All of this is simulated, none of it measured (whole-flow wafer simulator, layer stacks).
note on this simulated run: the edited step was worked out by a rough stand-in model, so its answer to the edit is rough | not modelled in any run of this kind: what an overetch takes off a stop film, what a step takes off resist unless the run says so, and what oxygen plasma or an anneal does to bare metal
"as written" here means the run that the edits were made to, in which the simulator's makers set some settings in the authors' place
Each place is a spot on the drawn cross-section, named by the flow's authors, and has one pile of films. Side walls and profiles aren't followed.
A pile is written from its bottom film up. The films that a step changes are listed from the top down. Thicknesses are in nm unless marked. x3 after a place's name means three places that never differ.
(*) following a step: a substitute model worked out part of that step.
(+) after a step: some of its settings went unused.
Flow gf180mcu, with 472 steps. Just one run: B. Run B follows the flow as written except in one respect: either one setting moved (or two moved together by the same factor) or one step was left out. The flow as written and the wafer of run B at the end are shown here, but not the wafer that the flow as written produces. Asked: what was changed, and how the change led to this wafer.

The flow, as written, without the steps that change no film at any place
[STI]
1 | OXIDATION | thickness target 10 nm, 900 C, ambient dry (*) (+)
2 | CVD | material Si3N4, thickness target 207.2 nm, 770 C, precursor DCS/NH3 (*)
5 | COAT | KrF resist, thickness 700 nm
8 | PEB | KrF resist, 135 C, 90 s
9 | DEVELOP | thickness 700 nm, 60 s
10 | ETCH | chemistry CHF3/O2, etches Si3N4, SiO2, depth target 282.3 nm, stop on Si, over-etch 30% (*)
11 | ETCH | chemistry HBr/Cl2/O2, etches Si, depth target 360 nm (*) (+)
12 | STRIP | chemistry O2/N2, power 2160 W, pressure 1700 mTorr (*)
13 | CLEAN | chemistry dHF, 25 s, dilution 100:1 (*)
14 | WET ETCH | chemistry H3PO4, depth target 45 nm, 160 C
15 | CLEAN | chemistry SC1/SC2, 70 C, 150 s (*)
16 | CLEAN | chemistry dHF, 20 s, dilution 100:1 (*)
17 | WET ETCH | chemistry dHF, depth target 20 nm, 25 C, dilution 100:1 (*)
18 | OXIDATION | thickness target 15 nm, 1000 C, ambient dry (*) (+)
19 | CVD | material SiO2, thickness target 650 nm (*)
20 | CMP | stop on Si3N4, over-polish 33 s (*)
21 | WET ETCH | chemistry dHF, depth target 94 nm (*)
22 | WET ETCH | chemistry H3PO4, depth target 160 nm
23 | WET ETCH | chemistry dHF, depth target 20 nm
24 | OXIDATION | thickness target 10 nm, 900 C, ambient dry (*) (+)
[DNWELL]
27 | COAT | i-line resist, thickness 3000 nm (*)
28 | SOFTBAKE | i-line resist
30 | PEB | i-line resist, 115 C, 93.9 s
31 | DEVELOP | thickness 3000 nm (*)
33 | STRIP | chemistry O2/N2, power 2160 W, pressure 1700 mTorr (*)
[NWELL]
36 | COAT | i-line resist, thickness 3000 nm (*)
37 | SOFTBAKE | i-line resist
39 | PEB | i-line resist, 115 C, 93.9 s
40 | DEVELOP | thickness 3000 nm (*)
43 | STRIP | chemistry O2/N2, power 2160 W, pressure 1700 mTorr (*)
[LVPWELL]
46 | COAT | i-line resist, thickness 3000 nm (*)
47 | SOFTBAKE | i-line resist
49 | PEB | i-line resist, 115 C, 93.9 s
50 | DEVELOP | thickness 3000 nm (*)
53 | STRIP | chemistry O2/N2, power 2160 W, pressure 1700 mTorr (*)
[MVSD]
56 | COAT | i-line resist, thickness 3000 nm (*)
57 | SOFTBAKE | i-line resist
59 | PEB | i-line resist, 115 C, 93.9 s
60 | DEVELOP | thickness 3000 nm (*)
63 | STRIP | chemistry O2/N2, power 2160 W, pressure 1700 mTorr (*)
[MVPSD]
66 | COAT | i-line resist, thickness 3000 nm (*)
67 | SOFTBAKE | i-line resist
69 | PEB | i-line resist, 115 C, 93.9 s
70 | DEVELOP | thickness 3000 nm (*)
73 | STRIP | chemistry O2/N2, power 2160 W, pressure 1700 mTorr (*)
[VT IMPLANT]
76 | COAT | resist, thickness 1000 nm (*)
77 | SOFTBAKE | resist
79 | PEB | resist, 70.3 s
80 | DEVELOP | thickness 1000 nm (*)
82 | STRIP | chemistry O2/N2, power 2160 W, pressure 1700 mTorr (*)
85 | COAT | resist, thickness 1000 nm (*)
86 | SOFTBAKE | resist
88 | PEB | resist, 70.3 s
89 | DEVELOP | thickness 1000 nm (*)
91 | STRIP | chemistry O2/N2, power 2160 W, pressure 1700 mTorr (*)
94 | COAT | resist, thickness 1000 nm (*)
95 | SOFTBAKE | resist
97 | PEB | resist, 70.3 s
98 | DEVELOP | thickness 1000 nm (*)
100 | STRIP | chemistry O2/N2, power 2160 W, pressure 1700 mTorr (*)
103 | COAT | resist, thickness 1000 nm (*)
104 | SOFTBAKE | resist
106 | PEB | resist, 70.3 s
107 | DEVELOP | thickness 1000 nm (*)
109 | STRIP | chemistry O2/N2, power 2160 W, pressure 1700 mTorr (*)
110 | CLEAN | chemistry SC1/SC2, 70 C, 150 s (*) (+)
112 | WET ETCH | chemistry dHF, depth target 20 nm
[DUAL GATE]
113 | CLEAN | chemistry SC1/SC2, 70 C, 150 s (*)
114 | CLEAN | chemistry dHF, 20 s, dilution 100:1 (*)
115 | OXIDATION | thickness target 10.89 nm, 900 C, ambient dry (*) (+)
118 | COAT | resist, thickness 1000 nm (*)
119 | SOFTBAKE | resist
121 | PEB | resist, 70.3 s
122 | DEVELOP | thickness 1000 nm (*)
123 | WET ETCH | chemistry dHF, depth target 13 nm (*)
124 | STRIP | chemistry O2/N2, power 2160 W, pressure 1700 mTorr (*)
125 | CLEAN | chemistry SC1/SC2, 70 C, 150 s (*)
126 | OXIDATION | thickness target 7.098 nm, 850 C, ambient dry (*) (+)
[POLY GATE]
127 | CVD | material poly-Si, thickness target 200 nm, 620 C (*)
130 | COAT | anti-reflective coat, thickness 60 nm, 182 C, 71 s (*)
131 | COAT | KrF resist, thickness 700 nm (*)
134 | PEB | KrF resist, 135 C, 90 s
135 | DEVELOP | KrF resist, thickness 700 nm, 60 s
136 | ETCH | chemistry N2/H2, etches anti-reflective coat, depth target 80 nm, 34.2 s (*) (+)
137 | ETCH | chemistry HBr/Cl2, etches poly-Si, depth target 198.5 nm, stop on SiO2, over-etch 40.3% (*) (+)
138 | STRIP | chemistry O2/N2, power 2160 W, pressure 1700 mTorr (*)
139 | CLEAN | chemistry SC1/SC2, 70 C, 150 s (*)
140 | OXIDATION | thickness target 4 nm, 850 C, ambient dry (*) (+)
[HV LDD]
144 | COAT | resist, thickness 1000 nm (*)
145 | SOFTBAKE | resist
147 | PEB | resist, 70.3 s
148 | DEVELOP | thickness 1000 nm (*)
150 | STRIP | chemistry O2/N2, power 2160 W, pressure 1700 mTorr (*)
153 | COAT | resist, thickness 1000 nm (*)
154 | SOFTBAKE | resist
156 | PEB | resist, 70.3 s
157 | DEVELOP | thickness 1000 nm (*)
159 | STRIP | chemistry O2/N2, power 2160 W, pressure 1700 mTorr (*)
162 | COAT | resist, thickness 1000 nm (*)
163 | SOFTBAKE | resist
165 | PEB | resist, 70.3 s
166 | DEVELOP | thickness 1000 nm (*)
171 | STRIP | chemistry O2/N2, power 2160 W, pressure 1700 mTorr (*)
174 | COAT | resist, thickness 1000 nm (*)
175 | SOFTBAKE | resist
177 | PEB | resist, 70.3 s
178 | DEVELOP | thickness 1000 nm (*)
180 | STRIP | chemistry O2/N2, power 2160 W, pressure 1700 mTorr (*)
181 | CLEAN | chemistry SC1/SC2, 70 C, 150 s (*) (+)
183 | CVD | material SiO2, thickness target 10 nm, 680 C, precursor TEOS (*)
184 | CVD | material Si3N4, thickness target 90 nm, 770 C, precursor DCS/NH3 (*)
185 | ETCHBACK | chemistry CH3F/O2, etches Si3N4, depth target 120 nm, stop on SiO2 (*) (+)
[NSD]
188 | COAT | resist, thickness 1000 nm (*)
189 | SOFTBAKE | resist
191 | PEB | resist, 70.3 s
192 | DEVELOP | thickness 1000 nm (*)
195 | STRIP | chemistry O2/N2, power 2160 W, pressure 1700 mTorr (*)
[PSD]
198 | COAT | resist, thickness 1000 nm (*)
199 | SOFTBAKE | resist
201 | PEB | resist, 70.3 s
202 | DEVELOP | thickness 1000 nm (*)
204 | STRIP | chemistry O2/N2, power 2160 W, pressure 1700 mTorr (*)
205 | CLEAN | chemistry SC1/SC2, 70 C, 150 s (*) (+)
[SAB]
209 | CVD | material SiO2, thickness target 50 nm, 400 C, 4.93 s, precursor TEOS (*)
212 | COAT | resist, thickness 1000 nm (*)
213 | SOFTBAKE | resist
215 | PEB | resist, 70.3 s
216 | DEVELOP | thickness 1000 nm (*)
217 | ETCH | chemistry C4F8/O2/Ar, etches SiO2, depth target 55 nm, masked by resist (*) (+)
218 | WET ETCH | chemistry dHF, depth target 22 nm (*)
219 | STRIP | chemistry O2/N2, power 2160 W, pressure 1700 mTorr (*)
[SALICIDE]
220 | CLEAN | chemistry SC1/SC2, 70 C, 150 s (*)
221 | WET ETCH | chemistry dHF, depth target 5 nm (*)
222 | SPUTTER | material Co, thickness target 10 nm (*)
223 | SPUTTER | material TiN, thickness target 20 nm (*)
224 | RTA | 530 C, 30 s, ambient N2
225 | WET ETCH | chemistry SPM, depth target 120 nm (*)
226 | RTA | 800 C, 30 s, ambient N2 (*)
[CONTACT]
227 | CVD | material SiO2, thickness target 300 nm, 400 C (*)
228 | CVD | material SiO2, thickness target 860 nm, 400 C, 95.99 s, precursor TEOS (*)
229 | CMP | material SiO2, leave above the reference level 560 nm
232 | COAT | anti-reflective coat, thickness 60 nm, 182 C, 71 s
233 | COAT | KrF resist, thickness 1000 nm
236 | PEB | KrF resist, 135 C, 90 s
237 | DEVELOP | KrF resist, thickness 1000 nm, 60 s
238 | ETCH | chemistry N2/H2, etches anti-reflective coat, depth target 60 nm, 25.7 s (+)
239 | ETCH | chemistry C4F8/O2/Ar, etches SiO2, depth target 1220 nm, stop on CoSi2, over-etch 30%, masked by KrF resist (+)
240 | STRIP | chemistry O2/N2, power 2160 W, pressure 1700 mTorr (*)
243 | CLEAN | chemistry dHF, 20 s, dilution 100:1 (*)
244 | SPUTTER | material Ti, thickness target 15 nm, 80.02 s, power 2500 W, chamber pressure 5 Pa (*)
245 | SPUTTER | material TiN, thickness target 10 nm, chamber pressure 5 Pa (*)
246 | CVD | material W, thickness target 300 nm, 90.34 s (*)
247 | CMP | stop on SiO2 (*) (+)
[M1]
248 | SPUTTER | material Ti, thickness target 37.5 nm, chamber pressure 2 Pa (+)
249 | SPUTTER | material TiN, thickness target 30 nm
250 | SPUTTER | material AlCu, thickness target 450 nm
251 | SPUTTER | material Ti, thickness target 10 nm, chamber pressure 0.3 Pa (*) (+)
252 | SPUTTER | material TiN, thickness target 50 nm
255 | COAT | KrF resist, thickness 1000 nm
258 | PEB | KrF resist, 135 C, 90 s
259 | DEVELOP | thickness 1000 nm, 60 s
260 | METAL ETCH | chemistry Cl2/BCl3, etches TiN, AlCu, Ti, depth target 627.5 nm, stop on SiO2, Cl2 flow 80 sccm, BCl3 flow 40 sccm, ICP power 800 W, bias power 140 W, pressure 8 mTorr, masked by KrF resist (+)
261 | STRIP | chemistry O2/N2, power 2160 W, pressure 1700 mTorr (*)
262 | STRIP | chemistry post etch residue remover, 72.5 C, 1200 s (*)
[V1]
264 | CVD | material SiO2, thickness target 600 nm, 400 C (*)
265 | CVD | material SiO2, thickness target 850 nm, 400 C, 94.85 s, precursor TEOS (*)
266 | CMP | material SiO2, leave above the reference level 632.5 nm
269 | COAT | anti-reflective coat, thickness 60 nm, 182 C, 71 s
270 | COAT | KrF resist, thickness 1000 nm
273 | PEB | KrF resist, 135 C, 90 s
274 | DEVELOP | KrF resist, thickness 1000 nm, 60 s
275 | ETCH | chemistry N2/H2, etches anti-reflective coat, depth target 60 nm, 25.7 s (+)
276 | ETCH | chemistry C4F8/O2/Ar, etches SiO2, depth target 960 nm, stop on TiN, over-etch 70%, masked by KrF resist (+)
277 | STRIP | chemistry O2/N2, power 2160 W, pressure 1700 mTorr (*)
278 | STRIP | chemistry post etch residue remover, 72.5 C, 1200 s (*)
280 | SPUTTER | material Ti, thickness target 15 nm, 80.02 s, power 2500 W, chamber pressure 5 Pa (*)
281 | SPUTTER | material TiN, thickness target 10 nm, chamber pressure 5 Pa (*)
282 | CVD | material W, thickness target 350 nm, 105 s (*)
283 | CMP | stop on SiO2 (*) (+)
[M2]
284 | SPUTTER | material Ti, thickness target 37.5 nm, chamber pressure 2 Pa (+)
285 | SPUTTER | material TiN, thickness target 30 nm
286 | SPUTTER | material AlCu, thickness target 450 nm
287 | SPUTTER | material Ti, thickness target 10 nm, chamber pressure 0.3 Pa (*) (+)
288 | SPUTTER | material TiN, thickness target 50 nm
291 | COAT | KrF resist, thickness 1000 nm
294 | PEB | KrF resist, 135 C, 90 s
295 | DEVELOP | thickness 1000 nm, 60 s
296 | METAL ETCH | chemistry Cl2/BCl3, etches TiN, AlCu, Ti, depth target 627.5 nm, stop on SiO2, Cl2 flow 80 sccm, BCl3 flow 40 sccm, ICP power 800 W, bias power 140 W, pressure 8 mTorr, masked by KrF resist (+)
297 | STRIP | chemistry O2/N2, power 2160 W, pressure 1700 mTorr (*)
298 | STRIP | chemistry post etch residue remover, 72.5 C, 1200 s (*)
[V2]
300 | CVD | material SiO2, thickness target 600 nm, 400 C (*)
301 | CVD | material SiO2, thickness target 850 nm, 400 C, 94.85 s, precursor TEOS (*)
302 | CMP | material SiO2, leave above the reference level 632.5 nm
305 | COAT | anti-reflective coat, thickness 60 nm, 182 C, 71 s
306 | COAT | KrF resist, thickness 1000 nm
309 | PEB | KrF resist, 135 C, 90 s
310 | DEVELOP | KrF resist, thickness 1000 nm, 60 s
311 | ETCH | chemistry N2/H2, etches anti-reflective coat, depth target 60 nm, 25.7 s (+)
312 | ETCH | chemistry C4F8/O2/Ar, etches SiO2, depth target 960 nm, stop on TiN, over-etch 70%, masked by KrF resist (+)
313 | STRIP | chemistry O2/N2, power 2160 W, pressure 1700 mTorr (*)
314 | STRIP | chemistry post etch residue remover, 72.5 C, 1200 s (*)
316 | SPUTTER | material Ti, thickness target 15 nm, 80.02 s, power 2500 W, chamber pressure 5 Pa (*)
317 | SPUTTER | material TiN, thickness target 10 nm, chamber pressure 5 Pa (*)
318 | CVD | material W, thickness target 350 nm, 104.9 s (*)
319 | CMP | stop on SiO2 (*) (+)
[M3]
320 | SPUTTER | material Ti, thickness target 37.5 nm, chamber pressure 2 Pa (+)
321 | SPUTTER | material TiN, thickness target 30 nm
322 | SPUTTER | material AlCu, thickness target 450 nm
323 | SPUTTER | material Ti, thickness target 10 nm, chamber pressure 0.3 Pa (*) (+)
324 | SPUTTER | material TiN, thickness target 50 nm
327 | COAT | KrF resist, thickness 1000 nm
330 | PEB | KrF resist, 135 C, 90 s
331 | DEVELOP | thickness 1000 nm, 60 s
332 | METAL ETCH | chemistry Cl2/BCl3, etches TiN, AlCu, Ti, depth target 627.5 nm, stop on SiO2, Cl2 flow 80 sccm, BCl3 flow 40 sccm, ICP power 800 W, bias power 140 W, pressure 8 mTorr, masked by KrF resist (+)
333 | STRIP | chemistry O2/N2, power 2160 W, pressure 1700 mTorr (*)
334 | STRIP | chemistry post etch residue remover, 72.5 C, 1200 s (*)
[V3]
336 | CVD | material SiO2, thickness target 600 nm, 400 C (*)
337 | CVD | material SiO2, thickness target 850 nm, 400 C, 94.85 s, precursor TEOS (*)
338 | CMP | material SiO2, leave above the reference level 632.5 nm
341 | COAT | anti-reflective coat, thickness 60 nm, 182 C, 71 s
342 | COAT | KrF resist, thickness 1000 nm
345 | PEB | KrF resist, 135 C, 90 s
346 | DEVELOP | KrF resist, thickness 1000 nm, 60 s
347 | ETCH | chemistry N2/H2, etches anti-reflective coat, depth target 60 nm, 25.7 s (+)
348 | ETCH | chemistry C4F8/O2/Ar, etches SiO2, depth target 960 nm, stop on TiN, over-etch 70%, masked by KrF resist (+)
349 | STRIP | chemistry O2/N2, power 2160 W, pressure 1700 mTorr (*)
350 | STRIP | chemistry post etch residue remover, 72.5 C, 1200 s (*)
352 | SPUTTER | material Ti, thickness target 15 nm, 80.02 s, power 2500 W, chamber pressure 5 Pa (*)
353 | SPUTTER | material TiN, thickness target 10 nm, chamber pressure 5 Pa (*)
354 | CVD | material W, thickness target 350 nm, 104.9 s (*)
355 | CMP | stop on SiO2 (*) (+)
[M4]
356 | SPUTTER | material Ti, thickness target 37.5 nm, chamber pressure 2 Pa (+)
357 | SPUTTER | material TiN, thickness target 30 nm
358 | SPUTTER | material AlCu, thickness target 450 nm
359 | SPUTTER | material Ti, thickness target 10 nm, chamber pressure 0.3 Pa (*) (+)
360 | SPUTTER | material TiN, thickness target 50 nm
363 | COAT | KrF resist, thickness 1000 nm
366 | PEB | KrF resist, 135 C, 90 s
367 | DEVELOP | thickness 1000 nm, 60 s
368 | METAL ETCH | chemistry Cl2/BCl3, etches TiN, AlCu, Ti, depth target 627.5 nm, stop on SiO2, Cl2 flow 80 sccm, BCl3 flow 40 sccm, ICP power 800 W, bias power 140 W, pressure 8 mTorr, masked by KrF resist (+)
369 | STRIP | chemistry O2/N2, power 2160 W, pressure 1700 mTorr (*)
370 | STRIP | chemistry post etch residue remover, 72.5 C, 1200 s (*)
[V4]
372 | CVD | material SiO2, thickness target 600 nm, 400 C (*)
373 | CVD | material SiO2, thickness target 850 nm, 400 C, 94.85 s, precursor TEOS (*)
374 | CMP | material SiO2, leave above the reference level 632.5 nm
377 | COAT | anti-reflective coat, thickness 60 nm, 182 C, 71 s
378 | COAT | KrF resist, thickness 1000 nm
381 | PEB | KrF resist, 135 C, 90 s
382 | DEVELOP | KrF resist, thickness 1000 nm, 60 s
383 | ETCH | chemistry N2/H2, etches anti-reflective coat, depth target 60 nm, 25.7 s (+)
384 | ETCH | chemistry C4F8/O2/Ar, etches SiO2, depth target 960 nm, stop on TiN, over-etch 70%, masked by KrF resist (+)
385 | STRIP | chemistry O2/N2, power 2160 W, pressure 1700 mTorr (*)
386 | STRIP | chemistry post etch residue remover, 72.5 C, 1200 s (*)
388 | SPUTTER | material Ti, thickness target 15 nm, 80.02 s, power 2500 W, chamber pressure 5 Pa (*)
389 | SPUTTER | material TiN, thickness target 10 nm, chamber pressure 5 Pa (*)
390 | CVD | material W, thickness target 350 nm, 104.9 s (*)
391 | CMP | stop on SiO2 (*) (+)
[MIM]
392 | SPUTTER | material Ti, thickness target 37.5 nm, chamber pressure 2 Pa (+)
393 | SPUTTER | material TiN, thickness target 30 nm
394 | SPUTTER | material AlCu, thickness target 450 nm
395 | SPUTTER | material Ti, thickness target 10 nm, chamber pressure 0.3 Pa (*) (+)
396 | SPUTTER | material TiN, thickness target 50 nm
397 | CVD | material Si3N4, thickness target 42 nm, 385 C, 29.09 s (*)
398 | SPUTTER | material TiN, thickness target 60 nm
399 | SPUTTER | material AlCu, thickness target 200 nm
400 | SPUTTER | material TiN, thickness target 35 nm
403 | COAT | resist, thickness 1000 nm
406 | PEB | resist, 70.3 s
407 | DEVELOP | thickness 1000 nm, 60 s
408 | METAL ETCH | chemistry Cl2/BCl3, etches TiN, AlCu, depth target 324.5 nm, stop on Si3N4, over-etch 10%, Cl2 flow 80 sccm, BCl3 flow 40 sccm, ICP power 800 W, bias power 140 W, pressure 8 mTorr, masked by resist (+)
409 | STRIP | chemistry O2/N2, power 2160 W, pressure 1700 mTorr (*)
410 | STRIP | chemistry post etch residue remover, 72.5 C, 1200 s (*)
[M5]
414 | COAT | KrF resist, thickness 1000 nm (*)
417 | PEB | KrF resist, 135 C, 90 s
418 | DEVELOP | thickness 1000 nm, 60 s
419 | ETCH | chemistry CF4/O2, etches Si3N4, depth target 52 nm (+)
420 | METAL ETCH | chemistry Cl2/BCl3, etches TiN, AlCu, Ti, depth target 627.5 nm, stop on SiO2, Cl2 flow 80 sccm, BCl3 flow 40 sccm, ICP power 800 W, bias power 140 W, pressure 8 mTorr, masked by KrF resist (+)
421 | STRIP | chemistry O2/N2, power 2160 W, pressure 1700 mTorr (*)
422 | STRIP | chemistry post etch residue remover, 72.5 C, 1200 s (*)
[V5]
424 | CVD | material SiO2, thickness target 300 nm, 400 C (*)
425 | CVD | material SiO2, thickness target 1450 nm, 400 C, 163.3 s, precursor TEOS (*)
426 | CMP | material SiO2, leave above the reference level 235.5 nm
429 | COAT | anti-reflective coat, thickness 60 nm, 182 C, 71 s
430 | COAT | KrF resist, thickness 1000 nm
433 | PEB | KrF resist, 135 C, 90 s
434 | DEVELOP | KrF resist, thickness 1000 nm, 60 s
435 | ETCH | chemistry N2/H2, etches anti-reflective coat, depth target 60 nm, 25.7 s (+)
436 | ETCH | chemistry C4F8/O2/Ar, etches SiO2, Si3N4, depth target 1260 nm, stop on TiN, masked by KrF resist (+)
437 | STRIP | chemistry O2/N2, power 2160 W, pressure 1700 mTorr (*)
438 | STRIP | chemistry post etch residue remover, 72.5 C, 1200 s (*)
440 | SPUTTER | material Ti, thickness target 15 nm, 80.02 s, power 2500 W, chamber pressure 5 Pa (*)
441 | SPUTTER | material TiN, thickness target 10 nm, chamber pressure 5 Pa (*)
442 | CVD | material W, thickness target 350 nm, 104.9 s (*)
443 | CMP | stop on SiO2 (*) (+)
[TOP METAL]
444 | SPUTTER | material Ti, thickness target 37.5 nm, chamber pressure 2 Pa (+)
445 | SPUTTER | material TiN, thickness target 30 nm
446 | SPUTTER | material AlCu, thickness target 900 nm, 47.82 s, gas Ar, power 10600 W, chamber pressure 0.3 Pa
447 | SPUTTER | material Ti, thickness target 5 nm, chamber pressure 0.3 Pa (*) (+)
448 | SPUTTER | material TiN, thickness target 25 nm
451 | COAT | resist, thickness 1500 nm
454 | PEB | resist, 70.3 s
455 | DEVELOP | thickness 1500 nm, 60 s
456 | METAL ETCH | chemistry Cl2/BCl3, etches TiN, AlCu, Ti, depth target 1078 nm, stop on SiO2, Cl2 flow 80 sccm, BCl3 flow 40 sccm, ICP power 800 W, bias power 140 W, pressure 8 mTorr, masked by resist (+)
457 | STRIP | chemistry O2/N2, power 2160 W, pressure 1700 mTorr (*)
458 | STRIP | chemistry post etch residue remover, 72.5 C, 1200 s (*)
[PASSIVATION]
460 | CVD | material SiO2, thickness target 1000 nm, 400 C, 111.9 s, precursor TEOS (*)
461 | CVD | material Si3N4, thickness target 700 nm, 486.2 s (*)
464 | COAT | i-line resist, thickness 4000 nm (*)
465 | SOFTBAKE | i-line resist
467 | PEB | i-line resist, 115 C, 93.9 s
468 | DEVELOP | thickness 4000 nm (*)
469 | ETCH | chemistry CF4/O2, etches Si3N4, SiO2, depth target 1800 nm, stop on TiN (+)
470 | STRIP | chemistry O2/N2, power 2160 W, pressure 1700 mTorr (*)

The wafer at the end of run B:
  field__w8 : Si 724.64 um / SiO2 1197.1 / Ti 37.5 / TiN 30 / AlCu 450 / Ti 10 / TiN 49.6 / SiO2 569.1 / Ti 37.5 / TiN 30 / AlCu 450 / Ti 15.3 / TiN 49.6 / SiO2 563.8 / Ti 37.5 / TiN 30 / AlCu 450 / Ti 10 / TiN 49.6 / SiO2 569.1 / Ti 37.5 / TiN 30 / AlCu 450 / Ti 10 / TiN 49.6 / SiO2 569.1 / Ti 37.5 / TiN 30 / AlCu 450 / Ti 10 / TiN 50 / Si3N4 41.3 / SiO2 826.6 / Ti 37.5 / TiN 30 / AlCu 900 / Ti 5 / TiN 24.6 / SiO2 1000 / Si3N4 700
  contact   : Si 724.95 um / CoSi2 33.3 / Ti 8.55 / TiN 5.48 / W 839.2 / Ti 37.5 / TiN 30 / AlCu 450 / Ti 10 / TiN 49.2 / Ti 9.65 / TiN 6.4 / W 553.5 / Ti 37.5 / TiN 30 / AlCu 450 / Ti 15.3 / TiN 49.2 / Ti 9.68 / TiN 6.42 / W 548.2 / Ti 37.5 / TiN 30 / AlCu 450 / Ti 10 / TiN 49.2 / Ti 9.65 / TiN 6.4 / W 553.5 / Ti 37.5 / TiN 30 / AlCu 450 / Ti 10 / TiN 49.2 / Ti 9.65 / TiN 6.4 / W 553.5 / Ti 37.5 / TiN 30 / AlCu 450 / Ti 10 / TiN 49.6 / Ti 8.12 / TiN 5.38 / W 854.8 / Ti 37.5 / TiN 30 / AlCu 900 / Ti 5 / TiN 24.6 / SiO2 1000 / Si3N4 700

The reason: step 287, SPUTTER: thickness target 15.3 nm was run, though the flow has thickness target 10 nm.
One can read it off the wafer: field__w8 has Ti 15.3, and step 287 as written asks for 10 nm.

How this came from the change, step by step:
  287 | SPUTTER | material Ti, thickness target 10 nm, chamber pressure 0.3 Pa (*) (+)
      field, field__w1, field__w2 and 108 more: Ti gains 15.3 (new film) (as written it would have been: Ti gains 10 (new film))
  296 | METAL ETCH | chemistry Cl2/BCl3, etches TiN, AlCu, Ti, depth target 627.5 nm, stop on SiO2, Cl2 flow 80 sccm, BCl3 flow 40 sccm, ICP power 800 W, bias power 140 W, pressure 8 mTorr, masked by KrF resist (+)
      field, field__w1, field__w2 and 103 more: TiN loses 50 (all of it), Ti loses 15.3 (all of it), AlCu loses 450 (all of it), TiN loses 30 (all of it), Ti loses 37.5 (all of it) (as written it would have been: TiN loses 50 (all of it), Ti loses 10 (all of it), AlCu loses 450 (all of it), TiN loses 30 (all of it), Ti loses 37.5 (all of it))
